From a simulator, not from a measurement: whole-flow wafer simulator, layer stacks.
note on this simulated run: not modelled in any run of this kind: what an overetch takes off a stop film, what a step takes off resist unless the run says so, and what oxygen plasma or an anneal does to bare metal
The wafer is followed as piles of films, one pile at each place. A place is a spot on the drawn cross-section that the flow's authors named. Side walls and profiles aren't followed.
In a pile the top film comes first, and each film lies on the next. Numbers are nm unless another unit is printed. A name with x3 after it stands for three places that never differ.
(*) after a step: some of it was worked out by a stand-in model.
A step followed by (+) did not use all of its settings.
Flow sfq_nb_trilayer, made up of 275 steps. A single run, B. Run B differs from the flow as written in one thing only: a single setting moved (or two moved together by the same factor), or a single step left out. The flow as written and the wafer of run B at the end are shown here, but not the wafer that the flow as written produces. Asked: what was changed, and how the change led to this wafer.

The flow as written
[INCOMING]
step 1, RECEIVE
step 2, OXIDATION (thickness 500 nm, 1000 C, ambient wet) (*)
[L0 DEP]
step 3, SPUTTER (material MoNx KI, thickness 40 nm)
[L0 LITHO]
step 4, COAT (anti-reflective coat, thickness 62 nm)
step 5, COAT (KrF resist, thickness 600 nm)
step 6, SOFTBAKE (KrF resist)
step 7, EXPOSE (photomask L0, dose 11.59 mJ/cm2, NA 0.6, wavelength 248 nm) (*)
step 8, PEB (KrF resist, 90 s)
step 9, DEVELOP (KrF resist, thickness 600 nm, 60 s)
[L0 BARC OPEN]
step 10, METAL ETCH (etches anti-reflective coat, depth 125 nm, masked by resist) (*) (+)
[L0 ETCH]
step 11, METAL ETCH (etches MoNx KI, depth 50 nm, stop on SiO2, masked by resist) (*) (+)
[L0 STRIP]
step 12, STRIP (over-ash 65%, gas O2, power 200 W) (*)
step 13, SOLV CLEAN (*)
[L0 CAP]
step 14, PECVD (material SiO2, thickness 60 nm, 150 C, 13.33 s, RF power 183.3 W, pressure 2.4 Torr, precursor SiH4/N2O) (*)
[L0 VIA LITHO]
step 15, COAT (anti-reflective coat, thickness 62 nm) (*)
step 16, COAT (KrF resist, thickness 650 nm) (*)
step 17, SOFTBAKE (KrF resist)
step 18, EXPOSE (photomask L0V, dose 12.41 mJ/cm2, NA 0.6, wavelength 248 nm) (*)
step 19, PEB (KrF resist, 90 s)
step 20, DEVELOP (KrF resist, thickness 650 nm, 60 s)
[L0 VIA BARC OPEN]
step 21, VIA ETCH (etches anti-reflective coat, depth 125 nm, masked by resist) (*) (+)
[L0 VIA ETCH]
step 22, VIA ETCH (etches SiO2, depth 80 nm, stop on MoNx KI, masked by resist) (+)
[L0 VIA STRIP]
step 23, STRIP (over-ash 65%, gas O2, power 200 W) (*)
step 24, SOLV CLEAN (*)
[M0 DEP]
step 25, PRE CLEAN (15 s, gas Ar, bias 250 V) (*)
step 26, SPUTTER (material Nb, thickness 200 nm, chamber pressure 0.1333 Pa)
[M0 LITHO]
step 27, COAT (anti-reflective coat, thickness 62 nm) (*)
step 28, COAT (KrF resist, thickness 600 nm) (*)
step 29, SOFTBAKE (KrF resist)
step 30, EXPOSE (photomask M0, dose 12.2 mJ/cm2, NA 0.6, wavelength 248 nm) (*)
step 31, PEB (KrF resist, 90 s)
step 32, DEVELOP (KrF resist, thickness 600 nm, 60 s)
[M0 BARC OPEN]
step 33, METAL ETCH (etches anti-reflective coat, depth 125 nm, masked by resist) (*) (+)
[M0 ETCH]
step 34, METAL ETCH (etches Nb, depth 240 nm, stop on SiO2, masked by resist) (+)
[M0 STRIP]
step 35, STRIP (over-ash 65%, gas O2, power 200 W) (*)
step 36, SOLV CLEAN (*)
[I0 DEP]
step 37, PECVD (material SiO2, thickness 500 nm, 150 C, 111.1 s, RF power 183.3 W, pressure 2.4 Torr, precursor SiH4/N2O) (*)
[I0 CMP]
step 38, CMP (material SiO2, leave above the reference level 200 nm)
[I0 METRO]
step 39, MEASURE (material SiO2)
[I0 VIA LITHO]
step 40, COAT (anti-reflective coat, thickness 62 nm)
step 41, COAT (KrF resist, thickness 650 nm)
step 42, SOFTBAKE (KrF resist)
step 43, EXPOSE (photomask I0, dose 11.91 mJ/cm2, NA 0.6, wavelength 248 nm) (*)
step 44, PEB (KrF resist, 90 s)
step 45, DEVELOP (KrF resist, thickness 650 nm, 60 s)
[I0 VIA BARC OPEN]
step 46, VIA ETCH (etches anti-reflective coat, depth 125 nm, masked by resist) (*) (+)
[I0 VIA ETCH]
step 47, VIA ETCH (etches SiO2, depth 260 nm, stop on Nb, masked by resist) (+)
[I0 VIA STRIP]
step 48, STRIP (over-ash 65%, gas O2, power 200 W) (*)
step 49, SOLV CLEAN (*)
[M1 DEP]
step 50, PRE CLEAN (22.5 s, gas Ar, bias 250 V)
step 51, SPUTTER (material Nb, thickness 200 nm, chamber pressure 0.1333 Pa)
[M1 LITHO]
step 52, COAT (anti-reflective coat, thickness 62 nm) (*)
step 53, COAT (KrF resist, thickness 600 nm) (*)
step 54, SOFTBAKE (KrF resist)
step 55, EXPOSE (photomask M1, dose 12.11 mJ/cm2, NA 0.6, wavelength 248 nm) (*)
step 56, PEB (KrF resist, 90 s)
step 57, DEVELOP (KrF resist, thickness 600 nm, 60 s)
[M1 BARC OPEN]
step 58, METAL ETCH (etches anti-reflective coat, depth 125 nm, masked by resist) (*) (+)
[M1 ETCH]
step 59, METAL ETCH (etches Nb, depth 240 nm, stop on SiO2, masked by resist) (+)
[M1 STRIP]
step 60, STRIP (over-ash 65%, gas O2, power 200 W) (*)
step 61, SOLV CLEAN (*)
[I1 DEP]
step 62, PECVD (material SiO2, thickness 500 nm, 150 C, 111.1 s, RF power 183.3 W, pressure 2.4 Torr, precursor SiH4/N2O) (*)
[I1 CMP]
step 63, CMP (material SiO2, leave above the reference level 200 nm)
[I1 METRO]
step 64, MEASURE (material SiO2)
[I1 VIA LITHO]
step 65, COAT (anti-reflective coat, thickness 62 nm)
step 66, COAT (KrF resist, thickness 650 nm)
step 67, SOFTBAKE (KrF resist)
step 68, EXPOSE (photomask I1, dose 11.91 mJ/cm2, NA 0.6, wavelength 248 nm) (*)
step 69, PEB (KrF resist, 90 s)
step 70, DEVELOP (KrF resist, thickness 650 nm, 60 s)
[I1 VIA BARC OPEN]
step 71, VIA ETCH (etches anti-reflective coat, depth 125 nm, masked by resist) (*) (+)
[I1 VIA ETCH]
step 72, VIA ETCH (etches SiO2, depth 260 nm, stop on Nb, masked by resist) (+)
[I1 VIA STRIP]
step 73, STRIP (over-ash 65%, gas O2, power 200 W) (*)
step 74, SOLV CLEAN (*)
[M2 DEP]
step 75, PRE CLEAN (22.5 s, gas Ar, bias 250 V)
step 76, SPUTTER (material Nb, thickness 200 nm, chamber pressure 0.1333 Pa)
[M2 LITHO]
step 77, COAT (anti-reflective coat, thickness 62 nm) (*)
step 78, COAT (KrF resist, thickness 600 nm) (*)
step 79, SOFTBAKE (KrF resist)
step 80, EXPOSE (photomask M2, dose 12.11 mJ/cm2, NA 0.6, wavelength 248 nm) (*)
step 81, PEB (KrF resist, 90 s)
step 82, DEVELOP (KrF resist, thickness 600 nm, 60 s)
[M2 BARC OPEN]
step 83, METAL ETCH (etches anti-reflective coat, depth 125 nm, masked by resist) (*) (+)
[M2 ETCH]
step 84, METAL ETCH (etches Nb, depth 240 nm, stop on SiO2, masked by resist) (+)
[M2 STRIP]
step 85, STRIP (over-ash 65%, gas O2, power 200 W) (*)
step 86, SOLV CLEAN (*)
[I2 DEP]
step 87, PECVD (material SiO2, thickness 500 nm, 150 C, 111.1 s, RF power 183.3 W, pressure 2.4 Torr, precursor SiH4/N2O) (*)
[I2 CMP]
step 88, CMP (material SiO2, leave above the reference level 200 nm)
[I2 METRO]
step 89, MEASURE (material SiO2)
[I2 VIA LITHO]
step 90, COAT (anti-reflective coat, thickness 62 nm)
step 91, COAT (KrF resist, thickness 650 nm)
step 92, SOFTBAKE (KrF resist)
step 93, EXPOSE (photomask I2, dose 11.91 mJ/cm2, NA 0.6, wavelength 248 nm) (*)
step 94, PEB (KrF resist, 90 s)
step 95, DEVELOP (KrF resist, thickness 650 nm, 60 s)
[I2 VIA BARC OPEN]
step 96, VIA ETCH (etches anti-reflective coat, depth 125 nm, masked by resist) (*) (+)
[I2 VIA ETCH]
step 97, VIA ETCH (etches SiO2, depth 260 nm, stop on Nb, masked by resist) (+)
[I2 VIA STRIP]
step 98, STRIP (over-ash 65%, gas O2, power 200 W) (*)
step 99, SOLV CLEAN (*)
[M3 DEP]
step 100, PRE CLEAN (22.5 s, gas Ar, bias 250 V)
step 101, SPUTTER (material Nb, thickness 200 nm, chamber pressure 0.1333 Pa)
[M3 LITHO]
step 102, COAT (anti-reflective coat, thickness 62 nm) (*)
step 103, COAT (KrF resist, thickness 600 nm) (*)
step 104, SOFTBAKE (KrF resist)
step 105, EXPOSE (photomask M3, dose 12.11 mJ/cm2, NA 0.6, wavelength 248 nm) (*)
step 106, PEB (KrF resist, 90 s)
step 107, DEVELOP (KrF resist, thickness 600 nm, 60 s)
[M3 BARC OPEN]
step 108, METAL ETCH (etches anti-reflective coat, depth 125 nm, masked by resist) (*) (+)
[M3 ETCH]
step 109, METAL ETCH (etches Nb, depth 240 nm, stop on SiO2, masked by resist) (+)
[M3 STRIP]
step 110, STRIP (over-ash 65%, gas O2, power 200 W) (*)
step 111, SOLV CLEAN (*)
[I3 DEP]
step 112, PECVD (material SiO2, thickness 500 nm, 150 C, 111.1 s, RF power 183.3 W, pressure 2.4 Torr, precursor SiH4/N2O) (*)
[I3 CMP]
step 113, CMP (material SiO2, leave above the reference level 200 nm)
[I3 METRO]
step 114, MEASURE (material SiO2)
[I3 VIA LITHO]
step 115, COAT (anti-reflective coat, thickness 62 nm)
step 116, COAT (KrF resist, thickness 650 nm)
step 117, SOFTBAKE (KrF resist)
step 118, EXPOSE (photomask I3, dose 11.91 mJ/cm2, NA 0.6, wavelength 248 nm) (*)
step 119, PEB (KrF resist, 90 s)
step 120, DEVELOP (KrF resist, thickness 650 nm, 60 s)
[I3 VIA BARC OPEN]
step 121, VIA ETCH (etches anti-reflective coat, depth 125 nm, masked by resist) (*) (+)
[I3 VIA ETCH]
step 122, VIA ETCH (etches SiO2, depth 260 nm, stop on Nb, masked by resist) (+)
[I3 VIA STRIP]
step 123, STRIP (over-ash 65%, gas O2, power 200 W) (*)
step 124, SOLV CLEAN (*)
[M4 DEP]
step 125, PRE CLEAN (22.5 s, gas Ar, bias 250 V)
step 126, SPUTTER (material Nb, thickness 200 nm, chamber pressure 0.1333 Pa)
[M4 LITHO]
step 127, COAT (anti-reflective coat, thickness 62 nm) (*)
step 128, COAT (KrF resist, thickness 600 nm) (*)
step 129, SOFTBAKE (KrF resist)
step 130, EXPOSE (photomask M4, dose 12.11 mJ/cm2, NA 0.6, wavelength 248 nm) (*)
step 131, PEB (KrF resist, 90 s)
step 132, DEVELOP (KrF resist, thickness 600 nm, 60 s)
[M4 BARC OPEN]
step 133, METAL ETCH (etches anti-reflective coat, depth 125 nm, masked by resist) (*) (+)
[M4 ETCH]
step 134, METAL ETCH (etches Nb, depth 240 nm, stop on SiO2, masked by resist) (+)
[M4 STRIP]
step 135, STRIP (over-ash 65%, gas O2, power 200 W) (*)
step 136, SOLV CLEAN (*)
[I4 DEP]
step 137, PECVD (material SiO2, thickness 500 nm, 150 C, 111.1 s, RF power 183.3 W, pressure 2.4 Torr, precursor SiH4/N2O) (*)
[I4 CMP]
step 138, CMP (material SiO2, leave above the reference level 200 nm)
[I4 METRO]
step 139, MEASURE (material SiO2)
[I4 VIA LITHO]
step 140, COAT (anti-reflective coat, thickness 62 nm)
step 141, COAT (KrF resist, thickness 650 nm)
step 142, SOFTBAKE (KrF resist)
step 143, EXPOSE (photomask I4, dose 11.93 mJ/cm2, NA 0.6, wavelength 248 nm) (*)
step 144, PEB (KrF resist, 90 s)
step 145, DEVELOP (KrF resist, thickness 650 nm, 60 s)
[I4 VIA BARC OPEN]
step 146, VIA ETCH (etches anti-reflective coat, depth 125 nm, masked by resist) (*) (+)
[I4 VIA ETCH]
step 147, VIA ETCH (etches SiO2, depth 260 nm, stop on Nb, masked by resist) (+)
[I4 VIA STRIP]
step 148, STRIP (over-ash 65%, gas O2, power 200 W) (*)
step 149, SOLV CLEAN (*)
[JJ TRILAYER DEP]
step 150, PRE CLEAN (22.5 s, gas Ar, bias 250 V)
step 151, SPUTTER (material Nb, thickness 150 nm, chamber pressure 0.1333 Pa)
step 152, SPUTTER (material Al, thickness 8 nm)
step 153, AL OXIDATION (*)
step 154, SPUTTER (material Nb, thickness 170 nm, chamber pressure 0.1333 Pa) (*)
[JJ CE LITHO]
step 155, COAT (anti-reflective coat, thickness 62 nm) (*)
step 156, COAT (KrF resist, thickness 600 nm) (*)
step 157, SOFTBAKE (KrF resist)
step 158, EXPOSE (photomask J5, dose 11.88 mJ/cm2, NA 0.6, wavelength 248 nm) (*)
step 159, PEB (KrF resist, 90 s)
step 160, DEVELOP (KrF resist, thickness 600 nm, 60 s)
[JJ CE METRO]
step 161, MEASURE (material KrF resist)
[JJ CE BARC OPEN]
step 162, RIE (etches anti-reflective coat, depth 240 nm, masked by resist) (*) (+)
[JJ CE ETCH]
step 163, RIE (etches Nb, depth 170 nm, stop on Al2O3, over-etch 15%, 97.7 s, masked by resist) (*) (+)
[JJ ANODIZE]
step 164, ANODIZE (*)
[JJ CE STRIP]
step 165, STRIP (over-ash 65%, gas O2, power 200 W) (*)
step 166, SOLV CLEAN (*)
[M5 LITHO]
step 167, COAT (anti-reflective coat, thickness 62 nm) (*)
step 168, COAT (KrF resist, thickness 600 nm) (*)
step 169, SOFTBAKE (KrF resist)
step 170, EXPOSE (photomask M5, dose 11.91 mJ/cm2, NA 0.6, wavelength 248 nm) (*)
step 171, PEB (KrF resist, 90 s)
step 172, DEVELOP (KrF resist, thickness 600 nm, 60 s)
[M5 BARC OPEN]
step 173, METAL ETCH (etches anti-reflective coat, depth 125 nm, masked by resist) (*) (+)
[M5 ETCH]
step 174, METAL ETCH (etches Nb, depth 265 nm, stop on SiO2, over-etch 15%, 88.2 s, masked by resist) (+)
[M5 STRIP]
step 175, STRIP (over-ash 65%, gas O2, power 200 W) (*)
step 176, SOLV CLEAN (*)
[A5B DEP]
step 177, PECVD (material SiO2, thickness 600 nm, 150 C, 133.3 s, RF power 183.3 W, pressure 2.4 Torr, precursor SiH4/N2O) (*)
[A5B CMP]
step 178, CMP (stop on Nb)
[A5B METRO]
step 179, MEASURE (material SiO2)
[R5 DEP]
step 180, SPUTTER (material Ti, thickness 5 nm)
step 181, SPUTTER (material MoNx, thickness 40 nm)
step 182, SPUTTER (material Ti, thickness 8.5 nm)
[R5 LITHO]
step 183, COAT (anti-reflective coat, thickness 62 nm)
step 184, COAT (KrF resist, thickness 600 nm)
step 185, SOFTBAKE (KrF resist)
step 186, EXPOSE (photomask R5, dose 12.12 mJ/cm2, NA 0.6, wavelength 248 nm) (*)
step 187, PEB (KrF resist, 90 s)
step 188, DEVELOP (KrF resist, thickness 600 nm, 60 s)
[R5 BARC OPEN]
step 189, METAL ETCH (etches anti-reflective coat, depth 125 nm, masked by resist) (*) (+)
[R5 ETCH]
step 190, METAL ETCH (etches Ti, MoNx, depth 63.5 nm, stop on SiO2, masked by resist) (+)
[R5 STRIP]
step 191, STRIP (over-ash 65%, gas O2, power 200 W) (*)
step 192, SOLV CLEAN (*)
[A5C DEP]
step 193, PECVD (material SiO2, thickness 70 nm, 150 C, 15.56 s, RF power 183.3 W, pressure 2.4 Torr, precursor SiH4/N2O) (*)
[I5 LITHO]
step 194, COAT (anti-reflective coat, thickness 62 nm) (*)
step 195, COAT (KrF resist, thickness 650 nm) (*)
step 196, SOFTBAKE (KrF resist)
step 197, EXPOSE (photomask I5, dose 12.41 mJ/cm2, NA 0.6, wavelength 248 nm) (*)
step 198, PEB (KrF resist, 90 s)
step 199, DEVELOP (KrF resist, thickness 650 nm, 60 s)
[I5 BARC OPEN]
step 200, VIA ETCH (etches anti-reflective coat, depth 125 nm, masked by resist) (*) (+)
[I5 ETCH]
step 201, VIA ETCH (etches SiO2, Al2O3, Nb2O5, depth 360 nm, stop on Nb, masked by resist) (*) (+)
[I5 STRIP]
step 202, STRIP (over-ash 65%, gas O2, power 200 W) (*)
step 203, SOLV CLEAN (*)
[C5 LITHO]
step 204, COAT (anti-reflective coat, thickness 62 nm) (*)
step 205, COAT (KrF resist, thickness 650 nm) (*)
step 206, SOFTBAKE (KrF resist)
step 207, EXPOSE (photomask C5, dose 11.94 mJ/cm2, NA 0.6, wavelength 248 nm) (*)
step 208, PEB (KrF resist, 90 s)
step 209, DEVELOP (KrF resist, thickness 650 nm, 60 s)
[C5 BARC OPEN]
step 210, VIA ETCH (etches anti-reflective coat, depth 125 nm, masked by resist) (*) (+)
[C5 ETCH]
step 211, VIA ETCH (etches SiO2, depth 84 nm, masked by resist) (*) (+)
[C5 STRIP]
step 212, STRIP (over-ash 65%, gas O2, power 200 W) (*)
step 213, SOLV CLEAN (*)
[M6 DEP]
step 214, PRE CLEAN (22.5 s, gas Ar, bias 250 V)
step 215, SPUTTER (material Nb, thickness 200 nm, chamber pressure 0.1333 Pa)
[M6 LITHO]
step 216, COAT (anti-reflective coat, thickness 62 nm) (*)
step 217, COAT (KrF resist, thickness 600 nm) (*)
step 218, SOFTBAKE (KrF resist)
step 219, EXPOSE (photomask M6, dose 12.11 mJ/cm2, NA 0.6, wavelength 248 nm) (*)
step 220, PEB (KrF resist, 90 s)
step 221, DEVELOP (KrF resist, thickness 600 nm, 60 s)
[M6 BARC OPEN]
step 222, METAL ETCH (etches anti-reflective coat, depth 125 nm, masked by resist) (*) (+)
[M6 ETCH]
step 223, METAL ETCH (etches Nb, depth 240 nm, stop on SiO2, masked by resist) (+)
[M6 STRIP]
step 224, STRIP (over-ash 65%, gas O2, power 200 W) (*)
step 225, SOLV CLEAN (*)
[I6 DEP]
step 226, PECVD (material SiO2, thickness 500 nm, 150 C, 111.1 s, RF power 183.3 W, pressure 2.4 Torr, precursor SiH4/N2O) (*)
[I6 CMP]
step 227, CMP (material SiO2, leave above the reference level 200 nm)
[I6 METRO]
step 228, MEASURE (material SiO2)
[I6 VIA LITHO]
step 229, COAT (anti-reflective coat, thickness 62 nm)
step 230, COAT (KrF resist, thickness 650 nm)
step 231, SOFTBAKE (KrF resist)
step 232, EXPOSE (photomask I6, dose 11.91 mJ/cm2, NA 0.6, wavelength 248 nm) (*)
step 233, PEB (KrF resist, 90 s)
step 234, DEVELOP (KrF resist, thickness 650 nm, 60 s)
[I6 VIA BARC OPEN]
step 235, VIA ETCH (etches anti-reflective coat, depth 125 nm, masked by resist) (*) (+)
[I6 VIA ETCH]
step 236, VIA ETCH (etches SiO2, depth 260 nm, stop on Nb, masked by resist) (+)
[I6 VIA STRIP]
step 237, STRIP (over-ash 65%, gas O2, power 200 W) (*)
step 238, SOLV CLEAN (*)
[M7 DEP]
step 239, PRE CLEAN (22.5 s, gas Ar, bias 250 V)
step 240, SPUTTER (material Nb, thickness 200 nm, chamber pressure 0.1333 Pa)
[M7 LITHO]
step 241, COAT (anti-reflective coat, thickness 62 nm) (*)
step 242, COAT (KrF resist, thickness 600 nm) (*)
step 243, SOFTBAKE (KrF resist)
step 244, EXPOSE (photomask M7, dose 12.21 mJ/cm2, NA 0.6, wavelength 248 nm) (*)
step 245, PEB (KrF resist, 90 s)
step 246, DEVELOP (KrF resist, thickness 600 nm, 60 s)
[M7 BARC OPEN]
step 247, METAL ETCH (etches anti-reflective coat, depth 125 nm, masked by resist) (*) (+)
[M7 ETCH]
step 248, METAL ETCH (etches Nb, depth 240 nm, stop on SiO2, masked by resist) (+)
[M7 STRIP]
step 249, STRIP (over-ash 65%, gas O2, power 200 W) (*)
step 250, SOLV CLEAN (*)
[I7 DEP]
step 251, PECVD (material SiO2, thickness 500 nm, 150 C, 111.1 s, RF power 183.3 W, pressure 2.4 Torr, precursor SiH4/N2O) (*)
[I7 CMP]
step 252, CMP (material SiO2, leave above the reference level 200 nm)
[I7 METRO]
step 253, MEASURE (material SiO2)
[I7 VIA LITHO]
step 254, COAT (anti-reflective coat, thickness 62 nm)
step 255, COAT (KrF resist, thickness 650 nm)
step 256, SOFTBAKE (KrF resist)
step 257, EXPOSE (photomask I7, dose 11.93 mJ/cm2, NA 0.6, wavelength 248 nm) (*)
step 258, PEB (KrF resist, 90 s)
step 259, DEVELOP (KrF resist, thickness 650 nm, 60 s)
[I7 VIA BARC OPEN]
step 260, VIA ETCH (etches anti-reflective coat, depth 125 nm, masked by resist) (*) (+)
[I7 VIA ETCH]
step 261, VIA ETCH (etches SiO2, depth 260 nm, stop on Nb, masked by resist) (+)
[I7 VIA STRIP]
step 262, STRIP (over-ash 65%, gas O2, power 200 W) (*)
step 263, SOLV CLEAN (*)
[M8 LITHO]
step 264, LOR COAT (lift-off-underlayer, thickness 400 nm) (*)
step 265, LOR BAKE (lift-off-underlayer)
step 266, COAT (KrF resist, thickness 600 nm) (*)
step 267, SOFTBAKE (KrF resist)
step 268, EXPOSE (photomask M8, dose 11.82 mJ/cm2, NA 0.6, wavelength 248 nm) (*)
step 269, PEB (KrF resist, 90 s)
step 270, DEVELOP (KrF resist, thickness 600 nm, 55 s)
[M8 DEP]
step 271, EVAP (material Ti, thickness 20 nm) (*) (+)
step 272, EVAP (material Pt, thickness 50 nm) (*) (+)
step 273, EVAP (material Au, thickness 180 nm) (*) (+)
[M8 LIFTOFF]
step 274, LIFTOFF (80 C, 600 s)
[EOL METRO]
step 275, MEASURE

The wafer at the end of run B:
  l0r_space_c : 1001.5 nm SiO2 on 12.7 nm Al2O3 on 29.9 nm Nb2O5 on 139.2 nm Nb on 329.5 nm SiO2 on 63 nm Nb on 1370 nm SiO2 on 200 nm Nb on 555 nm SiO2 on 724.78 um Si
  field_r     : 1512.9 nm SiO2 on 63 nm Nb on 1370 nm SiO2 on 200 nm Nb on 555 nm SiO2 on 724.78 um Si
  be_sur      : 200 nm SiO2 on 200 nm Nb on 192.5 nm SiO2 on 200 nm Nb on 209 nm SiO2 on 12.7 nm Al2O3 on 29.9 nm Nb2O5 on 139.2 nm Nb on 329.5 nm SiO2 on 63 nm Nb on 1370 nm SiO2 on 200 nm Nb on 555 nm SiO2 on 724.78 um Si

The reason: step 134, METAL ETCH: depth 137 nm was run, whereas the flow has depth 240 nm.

Step by step, how the change led to this:
  step 134, METAL ETCH (etches Nb, depth 240 nm, stop on SiO2, masked by resist) (+)
      field_l, be, be_sur and 64 more: Nb loses 137 (as written it would have been: Nb loses 200 (all of it))
      v_sur, via_wl, via_w and 36 more: KrF resist loses 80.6 (as written it would have been: KrF resist loses 141.2)
  step 135, STRIP (over-ash 65%, gas O2, power 200 W) (*)
      p4_fl, p4_fm, p4_w1 and 26 more: KrF resist loses 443 (all of it), anti-reflective coat loses 62 (all of it) (as written it would have been: KrF resist loses 382.4 (all of it), anti-reflective coat loses 62 (all of it))
      ln_m5, lsp_m, ln_m6: KrF resist loses 442.5 (all of it), anti-reflective coat loses 61.8 (all of it) (as written it would have been: KrF resist loses 381.9 (all of it), anti-reflective coat loses 61.8 (all of it))
      (and at 7 other places as well)
  step 137, PECVD (material SiO2, thickness 500 nm, 150 C, 111.1 s, RF power 183.3 W, pressure 2.4 Torr, precursor SiH4/N2O) (*)
      field_l, be, be_sur and 55 more: SiO2 gains 500 (new film) (as written it would have been: SiO2 gains 500)
      p3_s0, p3_s1, p3_s2, p3_s3, p3_s4, p3_s5: SiO2 gains 500 (new film) (as written it would have been: SiO2 gains 557.1)
      (and at 3 other places as well)
  step 138, CMP (material SiO2, leave above the reference level 200 nm)
      field_l, be, be_sur and 55 more: SiO2 loses 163 (as written it would have been: SiO2 loses 100)
      p3_s0, p3_s1, p3_s2, p3_s3, p3_s4, p3_s5: SiO2 loses 163 (as written it would have been: SiO2 loses 157.1)
      (and at 3 other places as well)
With metal films that touch counted as one body, l0r_space_c has 3 bodies (between them, from the top down: SiO2 329.5; SiO2 1370); the flow as written gives 2 bodies (between them, from the top down: SiO2 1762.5).
With metal films that touch counted as one body, field_r has 2 bodies (between them, from the top down: SiO2 1370); the flow as written gives 1 body.
With metal films that touch counted as one body, be_sur has 5 bodies (between them, from the top down: SiO2 192.5; SiO2 209 / Al2O3 12.7 / Nb2O5 29.9; SiO2 329.5; SiO2 1370); the flow as written gives 4 bodies (between them, from the top down: SiO2 192.5; SiO2 209 / Al2O3 12.7 / Nb2O5 29.9; SiO2 1762.5).
